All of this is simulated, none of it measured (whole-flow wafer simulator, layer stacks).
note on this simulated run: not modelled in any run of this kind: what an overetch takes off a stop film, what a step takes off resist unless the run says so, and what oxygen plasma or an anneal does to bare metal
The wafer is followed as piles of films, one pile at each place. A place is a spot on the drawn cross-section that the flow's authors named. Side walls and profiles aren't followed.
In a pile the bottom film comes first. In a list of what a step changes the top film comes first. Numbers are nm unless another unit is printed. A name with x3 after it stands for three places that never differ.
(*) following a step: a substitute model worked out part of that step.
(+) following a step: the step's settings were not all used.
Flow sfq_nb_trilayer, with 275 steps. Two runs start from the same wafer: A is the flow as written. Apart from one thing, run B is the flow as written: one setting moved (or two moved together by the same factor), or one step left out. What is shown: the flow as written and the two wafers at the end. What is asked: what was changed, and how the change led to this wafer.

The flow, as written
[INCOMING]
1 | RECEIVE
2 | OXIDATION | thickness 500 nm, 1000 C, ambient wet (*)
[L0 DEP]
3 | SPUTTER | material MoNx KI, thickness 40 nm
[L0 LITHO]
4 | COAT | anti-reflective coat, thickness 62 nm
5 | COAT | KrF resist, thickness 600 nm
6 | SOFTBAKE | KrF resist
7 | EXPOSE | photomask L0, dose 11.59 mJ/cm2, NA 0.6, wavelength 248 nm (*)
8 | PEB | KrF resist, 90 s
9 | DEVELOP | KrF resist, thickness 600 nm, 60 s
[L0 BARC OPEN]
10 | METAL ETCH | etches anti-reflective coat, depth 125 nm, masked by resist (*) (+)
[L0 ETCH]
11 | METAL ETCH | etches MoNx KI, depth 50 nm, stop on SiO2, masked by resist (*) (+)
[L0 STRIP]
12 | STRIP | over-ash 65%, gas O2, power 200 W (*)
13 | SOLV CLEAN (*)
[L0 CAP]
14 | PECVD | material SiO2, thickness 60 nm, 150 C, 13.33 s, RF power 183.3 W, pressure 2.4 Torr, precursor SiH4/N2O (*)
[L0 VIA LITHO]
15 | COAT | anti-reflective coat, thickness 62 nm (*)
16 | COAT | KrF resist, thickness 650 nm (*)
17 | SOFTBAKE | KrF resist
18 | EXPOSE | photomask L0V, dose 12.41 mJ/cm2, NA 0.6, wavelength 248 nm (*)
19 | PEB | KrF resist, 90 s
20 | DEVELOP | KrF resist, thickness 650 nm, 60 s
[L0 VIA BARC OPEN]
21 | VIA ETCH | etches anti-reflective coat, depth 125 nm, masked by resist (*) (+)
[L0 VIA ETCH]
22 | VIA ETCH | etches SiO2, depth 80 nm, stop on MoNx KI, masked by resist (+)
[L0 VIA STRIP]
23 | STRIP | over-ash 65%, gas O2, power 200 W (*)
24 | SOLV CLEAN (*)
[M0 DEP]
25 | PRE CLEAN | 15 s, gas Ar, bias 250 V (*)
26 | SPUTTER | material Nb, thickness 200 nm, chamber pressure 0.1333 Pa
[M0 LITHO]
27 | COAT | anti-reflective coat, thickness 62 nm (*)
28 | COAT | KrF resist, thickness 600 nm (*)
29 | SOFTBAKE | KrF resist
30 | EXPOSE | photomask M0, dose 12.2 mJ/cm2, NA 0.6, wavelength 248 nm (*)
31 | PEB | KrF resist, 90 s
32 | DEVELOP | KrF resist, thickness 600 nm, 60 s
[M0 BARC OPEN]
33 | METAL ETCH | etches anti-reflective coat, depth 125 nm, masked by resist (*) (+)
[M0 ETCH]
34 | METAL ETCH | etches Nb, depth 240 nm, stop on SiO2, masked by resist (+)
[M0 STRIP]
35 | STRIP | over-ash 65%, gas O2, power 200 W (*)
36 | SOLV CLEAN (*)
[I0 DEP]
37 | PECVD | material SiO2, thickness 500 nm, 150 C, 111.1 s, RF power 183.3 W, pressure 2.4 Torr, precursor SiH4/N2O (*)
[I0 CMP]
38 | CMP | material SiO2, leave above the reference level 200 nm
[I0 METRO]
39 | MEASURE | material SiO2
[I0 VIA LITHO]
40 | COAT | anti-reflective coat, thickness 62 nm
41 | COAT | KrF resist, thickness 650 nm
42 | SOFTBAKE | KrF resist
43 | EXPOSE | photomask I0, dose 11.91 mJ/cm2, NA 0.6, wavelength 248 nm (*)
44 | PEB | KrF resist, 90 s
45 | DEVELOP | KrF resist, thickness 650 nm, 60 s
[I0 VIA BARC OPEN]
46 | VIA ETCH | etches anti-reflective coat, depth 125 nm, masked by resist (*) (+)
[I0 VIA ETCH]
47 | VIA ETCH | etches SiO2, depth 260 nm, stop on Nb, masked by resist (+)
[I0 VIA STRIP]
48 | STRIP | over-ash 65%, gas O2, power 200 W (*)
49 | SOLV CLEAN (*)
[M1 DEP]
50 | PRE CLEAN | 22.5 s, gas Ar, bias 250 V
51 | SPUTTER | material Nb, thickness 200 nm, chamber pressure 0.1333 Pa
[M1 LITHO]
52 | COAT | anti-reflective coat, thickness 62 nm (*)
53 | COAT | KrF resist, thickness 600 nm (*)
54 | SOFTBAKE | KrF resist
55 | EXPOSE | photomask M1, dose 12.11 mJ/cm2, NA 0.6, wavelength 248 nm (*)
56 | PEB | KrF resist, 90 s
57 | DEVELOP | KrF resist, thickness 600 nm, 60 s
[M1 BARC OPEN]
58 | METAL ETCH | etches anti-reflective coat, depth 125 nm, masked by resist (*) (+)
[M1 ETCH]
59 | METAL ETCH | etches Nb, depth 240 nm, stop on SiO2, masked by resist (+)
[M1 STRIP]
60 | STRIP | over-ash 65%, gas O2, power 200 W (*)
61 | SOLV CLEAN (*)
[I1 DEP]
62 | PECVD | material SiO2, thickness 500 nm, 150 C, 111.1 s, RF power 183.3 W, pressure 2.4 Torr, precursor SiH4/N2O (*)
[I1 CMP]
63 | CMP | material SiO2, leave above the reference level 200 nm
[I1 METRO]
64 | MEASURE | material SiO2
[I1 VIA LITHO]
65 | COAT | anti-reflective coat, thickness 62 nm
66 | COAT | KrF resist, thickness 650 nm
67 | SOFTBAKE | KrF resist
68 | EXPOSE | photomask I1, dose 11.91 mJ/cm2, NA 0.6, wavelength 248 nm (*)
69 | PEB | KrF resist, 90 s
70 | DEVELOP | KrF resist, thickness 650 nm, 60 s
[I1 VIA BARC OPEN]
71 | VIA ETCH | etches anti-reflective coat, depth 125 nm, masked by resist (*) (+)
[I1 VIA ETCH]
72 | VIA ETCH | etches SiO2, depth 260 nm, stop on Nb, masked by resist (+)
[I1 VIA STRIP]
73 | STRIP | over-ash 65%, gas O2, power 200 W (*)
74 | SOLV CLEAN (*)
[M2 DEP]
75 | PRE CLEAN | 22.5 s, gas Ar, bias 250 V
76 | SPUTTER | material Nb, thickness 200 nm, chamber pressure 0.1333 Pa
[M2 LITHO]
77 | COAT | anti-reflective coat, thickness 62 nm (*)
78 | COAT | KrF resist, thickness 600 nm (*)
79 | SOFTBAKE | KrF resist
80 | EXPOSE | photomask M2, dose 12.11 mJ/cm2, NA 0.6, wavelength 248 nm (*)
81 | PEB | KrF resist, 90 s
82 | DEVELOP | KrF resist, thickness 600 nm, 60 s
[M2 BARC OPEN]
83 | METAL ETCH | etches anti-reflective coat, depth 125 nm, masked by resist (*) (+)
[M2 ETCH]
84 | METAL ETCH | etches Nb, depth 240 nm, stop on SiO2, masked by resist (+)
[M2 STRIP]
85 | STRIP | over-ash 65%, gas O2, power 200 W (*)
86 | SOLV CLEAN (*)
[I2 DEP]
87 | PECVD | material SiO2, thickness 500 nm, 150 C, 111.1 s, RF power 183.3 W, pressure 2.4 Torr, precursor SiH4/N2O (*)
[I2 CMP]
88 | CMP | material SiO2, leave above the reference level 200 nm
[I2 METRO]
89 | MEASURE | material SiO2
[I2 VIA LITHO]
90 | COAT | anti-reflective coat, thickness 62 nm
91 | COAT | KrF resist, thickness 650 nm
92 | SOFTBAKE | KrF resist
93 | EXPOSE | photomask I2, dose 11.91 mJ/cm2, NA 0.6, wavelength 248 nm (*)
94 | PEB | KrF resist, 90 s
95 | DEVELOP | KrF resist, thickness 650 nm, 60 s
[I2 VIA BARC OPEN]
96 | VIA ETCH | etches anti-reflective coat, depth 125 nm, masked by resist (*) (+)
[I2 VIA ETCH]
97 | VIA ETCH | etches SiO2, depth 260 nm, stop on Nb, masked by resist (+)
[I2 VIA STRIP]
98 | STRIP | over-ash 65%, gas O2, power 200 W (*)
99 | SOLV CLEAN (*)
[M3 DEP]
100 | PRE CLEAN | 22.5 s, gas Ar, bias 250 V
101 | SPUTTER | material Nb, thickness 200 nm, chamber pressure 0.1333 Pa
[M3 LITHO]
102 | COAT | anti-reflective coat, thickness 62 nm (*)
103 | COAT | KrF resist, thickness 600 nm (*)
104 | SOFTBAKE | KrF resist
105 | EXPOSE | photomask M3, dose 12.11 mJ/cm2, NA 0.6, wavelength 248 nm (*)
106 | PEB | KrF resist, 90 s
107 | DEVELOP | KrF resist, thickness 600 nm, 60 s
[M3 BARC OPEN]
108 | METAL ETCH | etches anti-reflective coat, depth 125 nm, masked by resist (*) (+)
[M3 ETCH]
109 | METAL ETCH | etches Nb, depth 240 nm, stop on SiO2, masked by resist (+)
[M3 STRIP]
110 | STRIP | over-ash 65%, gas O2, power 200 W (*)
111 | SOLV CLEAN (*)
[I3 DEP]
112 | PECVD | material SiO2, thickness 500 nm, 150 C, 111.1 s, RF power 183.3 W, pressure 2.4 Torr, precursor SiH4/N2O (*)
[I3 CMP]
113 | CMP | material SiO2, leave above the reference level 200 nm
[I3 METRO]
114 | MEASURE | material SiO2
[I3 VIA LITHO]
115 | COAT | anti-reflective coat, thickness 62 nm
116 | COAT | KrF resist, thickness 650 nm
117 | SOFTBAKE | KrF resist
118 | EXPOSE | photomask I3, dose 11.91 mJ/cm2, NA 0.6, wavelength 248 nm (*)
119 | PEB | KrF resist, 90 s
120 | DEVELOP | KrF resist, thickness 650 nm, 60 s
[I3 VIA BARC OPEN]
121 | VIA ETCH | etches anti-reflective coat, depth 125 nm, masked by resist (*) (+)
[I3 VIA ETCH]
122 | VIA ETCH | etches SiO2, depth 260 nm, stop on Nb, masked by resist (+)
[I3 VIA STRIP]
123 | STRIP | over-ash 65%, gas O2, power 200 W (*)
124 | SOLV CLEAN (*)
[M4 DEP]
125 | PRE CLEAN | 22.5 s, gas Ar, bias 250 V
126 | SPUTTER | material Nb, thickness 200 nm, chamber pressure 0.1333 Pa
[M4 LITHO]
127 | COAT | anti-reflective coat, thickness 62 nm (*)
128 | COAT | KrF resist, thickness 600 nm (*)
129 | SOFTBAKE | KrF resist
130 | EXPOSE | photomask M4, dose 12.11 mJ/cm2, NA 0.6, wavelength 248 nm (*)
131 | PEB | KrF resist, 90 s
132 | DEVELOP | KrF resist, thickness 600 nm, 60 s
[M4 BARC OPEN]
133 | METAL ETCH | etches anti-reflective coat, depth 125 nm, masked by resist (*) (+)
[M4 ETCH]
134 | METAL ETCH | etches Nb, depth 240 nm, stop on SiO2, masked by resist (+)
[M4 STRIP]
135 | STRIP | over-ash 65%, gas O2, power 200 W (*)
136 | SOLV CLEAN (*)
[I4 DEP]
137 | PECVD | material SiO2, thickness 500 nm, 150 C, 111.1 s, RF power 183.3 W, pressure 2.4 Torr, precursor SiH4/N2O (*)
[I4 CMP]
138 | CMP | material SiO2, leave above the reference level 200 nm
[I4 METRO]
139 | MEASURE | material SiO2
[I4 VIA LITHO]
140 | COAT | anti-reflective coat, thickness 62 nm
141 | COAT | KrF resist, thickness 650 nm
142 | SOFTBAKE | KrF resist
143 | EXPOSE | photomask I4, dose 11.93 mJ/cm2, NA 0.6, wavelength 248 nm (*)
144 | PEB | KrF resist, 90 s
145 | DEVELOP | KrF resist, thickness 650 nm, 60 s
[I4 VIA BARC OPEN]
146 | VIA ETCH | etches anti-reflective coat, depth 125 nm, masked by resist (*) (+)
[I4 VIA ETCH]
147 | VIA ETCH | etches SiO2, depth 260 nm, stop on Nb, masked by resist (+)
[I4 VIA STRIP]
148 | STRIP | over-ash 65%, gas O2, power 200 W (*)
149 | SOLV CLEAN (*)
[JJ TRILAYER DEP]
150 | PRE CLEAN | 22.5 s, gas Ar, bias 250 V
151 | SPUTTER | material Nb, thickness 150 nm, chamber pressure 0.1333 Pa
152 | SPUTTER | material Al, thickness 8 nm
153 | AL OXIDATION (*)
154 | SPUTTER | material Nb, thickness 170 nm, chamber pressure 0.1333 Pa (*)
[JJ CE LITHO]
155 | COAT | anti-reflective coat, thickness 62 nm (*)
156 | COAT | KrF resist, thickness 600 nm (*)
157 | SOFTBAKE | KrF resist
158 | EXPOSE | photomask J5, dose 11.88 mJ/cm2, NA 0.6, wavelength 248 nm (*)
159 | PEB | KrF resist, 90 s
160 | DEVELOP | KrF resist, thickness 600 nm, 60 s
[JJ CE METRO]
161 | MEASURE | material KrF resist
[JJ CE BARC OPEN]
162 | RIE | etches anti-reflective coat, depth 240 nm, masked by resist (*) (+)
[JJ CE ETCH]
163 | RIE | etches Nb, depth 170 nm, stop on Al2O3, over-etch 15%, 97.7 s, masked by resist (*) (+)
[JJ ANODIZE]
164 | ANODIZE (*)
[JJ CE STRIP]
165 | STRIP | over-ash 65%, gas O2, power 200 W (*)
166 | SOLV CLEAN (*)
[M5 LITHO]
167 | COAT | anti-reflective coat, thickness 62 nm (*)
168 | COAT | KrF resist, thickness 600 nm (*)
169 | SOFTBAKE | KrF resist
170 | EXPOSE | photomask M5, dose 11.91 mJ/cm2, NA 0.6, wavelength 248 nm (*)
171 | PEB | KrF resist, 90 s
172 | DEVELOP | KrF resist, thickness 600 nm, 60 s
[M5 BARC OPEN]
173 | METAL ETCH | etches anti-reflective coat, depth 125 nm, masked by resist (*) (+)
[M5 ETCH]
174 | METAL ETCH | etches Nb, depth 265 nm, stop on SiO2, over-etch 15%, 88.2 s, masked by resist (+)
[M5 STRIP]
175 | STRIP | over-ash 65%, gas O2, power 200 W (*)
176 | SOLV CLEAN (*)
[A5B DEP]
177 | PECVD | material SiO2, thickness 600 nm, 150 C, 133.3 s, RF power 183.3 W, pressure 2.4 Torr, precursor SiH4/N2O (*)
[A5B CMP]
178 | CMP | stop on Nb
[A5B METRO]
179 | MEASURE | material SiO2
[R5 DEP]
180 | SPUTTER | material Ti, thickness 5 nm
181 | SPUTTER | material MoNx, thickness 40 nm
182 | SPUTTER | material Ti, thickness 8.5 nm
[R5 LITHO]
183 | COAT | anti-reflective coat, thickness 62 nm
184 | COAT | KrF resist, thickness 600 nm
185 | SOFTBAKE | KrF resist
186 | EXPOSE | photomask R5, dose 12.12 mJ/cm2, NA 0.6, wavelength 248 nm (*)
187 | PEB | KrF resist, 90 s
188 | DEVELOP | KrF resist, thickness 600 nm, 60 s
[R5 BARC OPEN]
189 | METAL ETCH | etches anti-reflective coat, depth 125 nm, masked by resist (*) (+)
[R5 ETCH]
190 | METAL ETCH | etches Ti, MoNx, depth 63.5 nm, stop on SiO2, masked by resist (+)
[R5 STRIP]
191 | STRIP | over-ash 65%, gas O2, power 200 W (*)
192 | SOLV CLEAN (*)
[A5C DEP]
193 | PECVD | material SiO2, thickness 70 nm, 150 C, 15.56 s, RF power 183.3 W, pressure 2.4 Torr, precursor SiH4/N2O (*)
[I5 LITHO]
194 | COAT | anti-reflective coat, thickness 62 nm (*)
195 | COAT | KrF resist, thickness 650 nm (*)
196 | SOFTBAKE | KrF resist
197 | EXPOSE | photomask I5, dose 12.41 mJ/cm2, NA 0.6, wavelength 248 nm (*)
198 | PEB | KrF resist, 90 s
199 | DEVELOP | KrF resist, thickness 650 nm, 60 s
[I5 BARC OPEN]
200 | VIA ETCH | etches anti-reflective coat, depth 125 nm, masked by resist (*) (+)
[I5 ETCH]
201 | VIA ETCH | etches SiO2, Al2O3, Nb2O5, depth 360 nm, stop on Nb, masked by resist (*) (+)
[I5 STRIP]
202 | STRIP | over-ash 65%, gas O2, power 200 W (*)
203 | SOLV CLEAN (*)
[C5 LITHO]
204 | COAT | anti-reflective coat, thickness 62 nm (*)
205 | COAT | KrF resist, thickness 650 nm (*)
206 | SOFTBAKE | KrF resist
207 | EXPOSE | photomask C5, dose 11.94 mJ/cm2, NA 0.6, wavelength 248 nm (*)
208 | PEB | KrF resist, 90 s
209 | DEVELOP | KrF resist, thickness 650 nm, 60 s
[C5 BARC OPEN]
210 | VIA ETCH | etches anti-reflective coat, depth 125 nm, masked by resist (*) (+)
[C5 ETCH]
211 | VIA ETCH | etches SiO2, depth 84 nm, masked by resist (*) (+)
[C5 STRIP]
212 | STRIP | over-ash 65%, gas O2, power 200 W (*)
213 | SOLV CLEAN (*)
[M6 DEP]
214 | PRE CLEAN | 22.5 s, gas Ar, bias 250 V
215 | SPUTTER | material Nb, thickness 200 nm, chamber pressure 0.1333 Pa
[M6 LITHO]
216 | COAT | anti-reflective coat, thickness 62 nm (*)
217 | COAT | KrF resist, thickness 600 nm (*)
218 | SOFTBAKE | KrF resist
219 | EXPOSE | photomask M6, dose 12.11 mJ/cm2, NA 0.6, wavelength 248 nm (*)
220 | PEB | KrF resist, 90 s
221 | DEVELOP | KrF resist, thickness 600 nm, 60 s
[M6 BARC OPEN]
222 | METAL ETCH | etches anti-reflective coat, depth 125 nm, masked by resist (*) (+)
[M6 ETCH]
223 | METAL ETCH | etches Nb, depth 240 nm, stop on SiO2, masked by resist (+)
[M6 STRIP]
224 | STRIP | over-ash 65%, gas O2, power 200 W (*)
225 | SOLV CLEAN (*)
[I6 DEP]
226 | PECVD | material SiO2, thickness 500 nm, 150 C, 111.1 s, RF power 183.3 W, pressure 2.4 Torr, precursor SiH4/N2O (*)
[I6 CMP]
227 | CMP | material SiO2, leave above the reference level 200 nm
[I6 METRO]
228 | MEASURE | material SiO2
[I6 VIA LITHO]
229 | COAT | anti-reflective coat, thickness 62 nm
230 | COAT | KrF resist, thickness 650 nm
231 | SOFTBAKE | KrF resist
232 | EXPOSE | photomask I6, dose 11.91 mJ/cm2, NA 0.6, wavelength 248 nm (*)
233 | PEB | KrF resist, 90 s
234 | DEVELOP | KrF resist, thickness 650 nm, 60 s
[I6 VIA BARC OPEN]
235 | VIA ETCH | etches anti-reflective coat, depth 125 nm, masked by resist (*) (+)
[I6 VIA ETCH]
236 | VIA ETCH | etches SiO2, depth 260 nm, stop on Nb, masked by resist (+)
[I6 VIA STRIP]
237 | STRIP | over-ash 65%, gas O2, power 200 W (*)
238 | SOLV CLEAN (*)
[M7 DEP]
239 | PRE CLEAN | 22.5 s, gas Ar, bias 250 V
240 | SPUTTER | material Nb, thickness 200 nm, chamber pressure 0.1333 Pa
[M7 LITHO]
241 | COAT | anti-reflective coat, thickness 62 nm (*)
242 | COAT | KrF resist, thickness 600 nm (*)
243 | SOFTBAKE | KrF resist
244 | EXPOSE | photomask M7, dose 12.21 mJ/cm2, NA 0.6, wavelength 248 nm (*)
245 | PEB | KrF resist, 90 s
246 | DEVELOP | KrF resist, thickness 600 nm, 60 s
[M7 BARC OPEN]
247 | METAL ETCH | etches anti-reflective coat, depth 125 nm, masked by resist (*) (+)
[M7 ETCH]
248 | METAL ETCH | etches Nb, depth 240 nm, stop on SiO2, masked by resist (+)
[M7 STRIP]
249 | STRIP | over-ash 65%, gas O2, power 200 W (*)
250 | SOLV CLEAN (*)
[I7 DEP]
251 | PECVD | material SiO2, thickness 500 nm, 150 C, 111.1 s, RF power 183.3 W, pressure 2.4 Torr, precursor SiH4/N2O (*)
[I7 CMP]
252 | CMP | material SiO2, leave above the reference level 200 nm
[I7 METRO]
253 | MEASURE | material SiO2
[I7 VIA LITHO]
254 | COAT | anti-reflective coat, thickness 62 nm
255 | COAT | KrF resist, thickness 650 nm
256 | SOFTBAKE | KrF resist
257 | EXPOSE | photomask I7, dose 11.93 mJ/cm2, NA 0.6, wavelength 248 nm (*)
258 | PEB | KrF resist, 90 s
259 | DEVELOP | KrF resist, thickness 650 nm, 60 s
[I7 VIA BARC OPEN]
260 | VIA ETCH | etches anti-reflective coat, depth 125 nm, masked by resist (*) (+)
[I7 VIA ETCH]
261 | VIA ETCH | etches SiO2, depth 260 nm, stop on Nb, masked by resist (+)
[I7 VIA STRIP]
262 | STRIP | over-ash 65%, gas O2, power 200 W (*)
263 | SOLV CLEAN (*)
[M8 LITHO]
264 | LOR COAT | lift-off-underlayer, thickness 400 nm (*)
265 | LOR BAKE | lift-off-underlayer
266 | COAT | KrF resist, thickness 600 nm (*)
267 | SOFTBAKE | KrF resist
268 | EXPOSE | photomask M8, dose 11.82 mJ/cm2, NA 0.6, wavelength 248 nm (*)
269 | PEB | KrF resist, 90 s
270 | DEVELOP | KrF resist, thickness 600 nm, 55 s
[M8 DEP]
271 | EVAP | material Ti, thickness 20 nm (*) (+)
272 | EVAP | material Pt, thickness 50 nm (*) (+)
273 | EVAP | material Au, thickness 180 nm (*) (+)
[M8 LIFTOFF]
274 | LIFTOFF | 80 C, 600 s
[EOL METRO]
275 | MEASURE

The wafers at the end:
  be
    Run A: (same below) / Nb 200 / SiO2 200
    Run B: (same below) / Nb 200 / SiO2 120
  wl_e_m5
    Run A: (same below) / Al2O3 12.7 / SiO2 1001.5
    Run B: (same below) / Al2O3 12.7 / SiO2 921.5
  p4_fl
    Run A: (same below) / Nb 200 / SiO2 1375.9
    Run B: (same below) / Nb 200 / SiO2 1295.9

What caused this: step 252, CMP: leave above the reference level 120 nm was run, while the flow as written has leave above the reference level 200 nm.
One can read it off the wafer: be has SiO2 120, and step 252 as written asks for 200 nm.

How this came from the change, step by step:
  252 | CMP | material SiO2, leave above the reference level 200 nm
      field_l, p4_fl, p4_fm and 56 more: A -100 SiO2 | B -180 SiO2
      v_sur, via_wl, via_w and 37 more: A -300 SiO2 | B -380 SiO2
      (and at 7 other places as well)
  261 | VIA ETCH | etches SiO2, depth 260 nm, stop on Nb, masked by resist (+)
      field_l, v_sur, via_sp and 100 more: A -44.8 KrF resist | B -31 KrF resist
      via_wl, via_w, via_wr: A -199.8 SiO2 (all of it) | B -119.8 SiO2 (all of it)
  262 | STRIP | over-ash 65%, gas O2, power 200 W (*)
      field_l, v_sur, via_sp and 100 more: A -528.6 KrF resist (all of it), -62 anti-reflective coat (all of it) | B -542.4 KrF resist (all of it), -62 anti-reflective coat (all of it)
  264 | LOR COAT | lift-off-underlayer, thickness 400 nm (*)
      via_wl, via_wr: A +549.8 lift-off-underlayer (new film) | B +489.9 lift-off-underlayer (new film)
      v_sur: A +369.4 lift-off-underlayer (new film) | B +381.7 lift-off-underlayer (new film)
      (and at 2 other places as well)
  266 | COAT | KrF resist, thickness 600 nm (*)
      via_w: A +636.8 KrF resist (new film) | B +622.1 KrF resist (new film)
  270 | DEVELOP | KrF resist, thickness 600 nm, 55 s
      v_sur: A -607.3 KrF resist (all of it), -369.4 lift-off-underlayer (all of it) | B -603.9 KrF resist (all of it), -381.7 lift-off-underlayer (all of it)
      via_wl: A -623.9 KrF resist (all of it), -549.8 lift-off-underlayer (all of it) | B -613.8 KrF resist (all of it), -489.9 lift-off-underlayer (all of it)
      (and at 3 other places as well)
